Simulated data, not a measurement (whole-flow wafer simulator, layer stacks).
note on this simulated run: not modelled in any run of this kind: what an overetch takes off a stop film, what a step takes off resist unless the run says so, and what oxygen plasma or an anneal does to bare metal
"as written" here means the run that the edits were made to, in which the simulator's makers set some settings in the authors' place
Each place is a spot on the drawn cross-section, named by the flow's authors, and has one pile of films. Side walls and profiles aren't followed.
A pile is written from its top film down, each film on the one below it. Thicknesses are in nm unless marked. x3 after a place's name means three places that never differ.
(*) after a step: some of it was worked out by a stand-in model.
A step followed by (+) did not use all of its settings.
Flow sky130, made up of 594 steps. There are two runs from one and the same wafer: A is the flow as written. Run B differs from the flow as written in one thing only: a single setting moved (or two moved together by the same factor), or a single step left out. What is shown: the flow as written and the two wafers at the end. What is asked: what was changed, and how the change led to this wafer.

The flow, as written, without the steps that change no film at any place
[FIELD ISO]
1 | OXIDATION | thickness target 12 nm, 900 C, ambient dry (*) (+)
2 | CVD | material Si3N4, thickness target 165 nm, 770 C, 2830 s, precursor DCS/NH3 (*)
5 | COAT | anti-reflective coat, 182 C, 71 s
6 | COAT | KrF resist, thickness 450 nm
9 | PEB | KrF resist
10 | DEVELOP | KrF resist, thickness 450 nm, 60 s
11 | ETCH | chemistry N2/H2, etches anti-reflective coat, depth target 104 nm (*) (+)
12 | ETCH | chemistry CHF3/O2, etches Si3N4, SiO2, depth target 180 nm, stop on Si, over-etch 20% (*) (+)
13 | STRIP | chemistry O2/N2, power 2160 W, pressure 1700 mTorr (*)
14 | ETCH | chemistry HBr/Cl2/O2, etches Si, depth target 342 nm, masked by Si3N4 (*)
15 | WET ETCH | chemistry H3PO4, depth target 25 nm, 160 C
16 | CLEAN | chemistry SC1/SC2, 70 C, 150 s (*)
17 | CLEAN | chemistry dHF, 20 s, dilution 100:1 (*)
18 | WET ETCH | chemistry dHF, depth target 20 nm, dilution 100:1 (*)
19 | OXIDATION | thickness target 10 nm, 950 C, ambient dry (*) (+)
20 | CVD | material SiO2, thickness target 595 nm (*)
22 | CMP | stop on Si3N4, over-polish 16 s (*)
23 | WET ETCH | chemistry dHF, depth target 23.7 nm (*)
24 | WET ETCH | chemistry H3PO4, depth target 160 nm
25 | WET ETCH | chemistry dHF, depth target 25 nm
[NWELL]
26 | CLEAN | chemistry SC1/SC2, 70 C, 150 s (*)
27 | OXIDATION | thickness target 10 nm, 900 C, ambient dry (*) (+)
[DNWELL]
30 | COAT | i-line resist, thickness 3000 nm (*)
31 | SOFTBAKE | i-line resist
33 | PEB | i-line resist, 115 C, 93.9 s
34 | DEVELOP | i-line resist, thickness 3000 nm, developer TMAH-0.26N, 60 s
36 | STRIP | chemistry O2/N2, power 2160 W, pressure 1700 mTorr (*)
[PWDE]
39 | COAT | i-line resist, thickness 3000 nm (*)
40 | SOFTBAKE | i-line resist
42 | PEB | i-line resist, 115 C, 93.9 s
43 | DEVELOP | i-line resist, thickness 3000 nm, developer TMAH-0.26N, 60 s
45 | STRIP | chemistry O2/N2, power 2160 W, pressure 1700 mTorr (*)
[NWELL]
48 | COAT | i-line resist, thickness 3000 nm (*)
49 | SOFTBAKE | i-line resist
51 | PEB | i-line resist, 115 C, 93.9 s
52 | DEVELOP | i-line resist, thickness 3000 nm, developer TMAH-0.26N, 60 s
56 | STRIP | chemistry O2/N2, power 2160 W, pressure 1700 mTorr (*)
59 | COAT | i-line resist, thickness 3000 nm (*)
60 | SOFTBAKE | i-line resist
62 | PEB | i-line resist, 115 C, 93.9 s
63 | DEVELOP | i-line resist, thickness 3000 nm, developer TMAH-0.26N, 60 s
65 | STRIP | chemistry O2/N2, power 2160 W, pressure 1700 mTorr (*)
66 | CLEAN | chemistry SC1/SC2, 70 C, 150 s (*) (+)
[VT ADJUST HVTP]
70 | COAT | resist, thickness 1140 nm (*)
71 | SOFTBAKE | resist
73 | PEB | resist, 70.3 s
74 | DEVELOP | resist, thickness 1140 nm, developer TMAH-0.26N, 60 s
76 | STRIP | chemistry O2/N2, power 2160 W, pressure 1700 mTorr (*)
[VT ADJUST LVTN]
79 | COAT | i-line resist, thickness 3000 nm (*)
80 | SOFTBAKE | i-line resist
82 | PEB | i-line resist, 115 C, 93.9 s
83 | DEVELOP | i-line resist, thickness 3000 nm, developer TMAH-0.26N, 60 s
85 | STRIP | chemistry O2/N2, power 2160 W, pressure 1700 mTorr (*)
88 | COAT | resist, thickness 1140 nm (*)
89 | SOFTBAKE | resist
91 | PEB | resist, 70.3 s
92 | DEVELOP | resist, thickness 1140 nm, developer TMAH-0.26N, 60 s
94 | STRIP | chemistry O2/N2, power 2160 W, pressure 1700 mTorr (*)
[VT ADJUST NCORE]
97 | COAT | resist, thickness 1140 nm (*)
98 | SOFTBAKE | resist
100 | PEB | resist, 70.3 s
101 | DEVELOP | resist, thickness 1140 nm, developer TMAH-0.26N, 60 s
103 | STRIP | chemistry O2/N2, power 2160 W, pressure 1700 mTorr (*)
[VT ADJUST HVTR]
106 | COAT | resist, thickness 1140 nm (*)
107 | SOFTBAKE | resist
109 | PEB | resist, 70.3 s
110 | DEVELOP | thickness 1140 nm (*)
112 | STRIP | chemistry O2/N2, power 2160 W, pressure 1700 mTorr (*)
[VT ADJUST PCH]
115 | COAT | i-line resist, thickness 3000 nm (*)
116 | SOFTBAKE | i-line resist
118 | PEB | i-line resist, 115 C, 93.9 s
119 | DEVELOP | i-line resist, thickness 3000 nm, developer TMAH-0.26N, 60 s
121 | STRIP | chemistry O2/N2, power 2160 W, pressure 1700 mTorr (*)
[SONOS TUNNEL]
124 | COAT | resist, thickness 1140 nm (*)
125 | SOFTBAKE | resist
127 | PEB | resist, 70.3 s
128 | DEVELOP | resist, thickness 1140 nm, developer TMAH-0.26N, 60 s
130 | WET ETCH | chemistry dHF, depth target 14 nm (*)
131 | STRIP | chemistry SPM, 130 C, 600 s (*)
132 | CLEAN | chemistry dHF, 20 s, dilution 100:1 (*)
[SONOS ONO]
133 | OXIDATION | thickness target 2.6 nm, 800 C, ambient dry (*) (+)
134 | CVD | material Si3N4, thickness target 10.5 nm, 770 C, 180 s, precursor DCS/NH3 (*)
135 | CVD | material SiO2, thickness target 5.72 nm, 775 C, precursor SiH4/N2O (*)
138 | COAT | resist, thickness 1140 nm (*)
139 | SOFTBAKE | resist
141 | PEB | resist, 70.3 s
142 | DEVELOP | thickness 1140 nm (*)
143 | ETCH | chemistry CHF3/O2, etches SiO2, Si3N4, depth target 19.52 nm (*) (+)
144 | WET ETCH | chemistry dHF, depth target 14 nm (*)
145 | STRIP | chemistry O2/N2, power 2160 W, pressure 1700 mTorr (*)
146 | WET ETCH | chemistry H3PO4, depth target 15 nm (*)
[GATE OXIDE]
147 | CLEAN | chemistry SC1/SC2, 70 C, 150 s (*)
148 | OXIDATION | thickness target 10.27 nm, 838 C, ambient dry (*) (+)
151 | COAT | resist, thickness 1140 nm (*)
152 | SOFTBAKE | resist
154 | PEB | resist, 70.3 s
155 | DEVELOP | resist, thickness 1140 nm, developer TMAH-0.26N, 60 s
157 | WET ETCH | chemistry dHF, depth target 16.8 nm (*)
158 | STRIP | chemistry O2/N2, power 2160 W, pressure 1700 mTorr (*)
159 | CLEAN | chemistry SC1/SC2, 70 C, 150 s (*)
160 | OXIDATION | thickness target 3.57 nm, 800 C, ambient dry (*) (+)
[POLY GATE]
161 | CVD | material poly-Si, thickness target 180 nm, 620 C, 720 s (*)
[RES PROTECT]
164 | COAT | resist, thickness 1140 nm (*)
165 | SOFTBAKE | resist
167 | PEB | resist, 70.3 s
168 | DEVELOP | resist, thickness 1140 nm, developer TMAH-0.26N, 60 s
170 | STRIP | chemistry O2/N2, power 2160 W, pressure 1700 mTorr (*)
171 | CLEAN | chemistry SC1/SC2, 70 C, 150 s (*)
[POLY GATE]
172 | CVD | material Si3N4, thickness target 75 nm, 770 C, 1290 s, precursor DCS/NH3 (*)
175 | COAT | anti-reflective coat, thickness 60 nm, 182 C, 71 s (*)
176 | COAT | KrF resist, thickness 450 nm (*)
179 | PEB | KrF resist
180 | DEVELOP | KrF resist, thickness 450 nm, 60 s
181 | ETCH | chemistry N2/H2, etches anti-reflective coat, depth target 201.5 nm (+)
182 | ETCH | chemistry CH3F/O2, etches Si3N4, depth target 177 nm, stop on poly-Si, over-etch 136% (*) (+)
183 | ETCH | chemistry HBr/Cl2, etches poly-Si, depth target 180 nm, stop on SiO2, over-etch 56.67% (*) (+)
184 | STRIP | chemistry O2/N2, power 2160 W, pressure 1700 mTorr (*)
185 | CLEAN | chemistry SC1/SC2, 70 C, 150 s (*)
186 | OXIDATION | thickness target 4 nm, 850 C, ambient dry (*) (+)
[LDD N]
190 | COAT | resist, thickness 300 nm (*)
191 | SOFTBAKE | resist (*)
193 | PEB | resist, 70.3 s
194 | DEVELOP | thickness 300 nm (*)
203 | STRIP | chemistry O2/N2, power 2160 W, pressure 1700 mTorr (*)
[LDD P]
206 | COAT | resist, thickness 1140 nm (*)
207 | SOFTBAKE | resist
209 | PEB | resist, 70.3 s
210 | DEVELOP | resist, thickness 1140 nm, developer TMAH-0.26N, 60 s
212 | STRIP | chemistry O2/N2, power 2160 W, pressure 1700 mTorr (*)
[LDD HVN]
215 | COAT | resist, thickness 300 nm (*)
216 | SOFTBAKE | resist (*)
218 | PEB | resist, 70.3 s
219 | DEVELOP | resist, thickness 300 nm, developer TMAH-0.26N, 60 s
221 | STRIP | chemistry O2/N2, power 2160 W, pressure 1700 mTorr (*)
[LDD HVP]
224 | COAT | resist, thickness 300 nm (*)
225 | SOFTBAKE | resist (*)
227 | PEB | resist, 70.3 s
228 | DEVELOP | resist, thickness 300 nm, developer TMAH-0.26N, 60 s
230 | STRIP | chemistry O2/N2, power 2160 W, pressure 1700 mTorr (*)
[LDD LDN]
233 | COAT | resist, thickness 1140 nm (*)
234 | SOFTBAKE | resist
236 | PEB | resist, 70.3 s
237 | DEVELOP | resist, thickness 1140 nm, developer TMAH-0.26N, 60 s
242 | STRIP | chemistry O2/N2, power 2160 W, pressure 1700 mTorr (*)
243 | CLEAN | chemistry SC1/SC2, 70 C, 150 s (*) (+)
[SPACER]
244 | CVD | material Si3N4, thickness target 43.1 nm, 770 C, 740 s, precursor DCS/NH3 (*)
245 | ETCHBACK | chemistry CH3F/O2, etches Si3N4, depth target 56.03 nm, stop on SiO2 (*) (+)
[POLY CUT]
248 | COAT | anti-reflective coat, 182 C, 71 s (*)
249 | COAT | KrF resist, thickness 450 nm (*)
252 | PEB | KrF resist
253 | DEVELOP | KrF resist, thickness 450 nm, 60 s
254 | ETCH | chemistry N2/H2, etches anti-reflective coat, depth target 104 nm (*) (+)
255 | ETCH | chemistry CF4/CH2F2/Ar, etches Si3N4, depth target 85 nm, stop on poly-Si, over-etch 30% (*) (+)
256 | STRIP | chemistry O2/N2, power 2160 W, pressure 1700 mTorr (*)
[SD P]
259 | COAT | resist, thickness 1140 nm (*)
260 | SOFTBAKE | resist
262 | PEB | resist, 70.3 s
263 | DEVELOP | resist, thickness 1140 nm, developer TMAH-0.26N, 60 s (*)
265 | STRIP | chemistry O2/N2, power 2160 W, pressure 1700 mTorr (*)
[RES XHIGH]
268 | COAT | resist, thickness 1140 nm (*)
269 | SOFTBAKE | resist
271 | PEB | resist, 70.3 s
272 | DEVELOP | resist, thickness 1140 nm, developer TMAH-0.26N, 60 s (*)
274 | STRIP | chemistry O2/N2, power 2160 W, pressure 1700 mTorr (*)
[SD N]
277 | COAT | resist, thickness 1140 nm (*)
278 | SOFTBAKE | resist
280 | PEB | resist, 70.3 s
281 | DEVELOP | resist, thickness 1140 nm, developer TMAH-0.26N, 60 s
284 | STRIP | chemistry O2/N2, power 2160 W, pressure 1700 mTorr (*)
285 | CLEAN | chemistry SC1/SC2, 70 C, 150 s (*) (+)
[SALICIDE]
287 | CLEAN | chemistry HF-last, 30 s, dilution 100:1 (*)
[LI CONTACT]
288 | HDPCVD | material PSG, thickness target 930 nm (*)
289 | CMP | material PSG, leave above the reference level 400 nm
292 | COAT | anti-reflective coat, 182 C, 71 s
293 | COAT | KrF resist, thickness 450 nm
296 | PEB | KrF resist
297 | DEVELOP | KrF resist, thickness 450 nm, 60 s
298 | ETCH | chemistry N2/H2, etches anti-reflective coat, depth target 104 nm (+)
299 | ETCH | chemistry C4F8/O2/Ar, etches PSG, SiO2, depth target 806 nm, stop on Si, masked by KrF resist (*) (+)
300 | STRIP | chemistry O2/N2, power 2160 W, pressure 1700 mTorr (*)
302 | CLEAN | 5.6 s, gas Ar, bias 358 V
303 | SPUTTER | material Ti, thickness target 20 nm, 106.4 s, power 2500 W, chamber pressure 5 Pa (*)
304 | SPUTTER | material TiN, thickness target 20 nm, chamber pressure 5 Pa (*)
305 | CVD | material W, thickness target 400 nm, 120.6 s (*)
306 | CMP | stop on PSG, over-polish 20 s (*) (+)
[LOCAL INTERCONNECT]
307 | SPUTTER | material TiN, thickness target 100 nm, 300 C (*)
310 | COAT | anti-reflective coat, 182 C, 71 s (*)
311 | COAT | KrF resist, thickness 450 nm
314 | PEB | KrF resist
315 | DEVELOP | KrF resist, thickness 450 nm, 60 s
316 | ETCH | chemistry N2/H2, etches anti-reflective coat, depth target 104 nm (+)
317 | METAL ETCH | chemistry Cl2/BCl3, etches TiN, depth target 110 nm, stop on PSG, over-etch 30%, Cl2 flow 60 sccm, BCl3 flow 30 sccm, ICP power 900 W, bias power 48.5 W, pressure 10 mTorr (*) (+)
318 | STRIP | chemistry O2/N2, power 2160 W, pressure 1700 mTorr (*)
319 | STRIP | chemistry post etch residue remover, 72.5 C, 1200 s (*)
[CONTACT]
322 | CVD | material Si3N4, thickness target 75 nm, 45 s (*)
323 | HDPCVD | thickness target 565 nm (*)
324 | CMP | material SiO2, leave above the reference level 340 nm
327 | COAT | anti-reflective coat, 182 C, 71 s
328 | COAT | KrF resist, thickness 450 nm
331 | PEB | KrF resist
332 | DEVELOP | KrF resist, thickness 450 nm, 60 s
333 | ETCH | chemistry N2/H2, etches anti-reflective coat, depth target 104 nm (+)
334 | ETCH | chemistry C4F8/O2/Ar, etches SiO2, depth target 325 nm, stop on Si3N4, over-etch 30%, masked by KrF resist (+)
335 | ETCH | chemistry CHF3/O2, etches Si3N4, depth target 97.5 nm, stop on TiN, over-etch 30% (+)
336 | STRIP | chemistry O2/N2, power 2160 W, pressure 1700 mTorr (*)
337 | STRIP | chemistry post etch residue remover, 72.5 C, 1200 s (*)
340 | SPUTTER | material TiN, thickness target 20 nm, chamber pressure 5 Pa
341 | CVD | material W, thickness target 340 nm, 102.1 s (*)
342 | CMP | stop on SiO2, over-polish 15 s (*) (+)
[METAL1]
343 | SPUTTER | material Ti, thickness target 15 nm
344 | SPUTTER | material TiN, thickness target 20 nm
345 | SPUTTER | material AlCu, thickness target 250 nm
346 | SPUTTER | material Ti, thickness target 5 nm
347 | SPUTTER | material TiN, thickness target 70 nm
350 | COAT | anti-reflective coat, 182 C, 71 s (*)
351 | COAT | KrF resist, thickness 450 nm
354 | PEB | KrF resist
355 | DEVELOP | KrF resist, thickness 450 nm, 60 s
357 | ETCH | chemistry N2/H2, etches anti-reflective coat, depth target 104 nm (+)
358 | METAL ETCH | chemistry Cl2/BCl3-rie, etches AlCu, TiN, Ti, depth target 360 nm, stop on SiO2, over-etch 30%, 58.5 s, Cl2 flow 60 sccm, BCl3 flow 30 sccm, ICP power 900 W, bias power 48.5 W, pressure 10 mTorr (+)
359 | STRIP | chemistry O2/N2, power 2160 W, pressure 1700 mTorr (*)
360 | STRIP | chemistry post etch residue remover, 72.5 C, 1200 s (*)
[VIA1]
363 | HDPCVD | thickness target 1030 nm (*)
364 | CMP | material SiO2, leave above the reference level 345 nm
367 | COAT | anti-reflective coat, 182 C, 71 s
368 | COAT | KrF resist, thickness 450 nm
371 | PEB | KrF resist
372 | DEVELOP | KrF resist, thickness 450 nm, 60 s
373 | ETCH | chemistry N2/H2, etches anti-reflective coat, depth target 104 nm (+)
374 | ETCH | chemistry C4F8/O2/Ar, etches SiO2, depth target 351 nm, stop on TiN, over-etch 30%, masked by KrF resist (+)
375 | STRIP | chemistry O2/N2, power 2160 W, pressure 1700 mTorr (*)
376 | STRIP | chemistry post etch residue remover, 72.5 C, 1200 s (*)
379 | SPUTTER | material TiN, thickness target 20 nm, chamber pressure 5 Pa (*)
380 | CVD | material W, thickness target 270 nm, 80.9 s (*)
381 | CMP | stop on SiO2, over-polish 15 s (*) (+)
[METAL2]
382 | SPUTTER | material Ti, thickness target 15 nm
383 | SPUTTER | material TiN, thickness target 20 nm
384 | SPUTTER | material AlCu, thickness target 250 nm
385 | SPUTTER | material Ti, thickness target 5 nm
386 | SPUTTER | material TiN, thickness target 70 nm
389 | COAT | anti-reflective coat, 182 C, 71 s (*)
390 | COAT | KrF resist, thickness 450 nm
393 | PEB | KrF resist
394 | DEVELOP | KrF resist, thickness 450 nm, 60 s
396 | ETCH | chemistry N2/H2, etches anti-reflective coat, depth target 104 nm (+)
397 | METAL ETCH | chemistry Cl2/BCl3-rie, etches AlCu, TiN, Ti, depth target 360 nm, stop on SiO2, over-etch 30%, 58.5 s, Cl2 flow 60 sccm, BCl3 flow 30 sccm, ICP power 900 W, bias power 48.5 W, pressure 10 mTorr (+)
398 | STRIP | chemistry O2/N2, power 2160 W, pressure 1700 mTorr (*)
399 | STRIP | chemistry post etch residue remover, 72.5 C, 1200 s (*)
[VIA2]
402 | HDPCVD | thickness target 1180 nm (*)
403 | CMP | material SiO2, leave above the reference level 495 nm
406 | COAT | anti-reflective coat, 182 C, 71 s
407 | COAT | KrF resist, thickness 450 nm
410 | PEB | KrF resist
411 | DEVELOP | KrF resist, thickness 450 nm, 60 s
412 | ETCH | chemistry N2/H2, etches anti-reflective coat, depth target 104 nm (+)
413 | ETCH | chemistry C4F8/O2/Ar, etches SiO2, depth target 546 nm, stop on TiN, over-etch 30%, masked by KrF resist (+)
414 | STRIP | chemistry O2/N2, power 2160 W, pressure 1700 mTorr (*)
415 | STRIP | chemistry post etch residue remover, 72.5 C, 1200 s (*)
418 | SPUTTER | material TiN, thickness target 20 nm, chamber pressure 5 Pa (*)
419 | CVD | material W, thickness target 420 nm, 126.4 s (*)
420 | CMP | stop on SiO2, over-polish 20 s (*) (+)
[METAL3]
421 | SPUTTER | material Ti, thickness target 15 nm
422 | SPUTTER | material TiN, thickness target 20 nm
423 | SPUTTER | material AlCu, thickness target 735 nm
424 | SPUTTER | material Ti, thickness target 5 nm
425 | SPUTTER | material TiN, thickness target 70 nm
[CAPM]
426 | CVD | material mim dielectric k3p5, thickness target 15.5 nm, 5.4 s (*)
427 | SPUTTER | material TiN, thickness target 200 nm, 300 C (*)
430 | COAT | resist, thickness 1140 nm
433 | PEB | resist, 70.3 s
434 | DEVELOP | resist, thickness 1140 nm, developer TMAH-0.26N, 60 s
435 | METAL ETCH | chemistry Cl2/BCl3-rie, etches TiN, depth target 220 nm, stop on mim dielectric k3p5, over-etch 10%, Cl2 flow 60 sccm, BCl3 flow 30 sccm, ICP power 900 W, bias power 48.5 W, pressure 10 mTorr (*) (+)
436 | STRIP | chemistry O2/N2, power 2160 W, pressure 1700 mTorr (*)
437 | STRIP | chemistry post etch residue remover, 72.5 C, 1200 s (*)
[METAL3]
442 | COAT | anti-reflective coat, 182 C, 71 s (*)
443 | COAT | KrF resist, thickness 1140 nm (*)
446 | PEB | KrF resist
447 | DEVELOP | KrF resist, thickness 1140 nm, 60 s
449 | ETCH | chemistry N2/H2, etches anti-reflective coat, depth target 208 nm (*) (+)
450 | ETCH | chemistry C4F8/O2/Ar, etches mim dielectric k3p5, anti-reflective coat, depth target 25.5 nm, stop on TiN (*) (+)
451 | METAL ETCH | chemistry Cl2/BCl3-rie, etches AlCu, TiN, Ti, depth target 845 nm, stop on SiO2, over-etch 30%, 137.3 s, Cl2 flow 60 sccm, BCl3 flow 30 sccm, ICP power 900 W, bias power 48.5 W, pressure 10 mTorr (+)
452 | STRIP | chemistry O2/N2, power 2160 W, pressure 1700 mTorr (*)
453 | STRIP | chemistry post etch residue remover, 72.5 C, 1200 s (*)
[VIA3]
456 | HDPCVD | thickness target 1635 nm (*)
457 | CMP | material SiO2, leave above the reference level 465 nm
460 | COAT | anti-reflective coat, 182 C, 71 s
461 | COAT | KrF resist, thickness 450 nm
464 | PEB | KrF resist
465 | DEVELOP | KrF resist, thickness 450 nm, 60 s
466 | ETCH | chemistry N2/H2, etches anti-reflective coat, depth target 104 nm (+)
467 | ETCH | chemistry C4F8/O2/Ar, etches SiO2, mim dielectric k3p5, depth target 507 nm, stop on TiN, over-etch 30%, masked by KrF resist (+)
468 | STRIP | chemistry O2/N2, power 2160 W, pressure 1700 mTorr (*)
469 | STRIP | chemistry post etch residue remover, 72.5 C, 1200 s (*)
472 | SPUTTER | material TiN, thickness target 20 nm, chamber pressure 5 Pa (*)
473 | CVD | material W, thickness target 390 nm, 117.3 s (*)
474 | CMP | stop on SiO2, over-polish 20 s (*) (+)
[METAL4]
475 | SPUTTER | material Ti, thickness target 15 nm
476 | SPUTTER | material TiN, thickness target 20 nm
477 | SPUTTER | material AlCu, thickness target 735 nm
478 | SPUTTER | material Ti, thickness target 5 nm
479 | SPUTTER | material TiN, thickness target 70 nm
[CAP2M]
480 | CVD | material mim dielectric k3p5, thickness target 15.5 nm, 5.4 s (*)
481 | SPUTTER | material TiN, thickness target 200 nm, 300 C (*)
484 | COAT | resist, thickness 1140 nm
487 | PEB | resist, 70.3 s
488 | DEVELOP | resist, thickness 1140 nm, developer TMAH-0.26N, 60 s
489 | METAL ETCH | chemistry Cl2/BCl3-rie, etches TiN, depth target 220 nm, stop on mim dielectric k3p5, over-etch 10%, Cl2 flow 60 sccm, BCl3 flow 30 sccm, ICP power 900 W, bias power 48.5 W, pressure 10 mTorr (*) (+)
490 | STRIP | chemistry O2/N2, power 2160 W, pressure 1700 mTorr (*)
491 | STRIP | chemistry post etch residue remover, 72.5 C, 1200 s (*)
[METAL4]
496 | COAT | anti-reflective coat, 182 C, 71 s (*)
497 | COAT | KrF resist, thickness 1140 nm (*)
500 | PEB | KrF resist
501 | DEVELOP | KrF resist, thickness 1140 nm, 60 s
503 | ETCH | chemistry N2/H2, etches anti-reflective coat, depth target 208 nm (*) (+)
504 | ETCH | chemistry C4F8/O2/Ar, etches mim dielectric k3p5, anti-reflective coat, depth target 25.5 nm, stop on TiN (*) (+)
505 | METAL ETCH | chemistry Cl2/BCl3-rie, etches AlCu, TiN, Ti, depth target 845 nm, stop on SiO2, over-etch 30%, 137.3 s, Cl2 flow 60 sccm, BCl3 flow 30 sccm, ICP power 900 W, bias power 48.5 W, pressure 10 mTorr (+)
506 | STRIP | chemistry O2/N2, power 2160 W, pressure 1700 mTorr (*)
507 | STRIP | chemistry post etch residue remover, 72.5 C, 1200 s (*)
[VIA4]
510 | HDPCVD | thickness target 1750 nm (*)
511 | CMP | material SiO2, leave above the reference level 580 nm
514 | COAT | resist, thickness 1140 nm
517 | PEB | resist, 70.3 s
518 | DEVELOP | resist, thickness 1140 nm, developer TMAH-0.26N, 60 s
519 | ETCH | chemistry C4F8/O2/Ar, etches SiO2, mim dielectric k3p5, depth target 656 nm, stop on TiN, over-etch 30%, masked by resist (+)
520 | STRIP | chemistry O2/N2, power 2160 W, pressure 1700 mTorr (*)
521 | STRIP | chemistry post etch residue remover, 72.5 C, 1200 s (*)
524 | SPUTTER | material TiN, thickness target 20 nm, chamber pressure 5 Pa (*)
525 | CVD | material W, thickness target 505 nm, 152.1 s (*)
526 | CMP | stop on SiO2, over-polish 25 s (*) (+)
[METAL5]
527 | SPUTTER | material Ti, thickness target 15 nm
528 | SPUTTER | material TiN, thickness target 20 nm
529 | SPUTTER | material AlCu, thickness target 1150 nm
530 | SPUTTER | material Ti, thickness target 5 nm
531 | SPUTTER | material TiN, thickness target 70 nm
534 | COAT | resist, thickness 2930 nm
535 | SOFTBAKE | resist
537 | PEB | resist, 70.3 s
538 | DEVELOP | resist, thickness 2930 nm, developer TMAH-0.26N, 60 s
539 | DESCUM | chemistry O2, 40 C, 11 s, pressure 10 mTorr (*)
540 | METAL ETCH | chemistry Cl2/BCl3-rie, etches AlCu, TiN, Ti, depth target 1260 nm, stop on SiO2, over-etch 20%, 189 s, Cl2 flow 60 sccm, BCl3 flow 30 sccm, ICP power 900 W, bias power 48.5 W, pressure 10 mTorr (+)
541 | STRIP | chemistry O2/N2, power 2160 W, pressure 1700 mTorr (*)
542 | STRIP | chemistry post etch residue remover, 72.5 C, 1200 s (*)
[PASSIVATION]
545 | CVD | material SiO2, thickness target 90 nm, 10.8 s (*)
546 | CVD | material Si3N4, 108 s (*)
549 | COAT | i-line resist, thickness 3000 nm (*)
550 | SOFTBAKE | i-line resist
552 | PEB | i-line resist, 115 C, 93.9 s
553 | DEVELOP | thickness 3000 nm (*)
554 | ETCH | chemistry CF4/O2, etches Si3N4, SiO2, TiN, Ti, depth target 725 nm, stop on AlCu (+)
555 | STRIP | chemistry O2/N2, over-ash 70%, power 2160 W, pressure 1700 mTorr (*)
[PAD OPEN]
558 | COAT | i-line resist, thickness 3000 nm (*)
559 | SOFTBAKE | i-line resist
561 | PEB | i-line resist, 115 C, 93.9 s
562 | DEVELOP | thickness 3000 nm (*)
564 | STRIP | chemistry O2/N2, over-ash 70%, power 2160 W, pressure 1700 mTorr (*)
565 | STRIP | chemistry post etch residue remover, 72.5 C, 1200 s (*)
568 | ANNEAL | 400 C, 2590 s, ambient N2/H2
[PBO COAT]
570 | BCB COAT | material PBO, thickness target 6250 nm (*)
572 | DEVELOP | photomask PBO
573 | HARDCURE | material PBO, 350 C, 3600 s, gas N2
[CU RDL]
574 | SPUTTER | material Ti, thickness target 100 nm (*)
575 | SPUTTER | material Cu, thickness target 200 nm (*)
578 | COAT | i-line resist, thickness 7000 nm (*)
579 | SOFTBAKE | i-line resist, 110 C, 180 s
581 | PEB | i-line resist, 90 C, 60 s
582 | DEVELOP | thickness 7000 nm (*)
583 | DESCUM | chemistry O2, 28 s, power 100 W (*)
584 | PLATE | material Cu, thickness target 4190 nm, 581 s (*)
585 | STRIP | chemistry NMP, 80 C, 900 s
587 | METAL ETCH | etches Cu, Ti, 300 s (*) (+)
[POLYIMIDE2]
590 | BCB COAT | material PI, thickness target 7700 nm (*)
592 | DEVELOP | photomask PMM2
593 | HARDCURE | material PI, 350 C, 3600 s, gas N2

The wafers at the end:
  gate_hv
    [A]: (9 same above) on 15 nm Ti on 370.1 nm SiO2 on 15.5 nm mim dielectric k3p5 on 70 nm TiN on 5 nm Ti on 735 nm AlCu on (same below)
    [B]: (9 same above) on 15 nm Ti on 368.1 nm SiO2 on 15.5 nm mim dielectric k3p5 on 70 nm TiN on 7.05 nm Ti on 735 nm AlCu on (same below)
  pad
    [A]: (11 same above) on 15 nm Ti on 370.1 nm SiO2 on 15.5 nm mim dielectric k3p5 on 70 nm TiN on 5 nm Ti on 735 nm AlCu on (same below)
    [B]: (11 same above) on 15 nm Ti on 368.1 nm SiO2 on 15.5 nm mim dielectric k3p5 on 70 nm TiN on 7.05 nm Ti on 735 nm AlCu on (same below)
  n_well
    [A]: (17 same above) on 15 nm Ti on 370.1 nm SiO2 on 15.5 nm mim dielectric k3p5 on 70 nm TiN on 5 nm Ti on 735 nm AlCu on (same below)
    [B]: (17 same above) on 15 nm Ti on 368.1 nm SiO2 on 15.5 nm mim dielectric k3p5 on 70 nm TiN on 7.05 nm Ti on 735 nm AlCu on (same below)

What caused this: step 424, SPUTTER: thickness target 7.05 nm was run, whereas the flow has thickness target 5 nm.
The wafer itself shows it: gate_hv has Ti 7.05, and step 424 as written asks for 5 nm.

The path from the change to this, step by step:
  424 | SPUTTER | material Ti, thickness target 5 nm
      field, active, n_well and 188 more: A +5 Ti (new film) | B +7.05 Ti (new film)
  451 | METAL ETCH | chemistry Cl2/BCl3-rie, etches AlCu, TiN, Ti, depth target 845 nm, stop on SiO2, over-etch 30%, 137.3 s, Cl2 flow 60 sccm, BCl3 flow 30 sccm, ICP power 900 W, bias power 48.5 W, pressure 10 mTorr (+)
      field, gate, spacer and 68 more: A -70 TiN (all of it), -5 Ti (all of it), -735 AlCu (all of it), -20 TiN (all of it), -15 Ti (all of it), -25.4 SiO2 | B -70 TiN (all of it), -7.05 Ti (all of it), -735 AlCu (all of it), -20 TiN (all of it), -15 Ti (all of it), -25.1 SiO2
      active, vpp_ln, vpp_iso2 and 11 more: A -70 TiN (all of it), -5 Ti (all of it), -735 AlCu (all of it), -20 TiN (all of it), -15 Ti (all of it), -25.3 SiO2 | B -70 TiN (all of it), -7.05 Ti (all of it), -735 AlCu (all of it), -20 TiN (all of it), -15 Ti (all of it), -25.1 SiO2
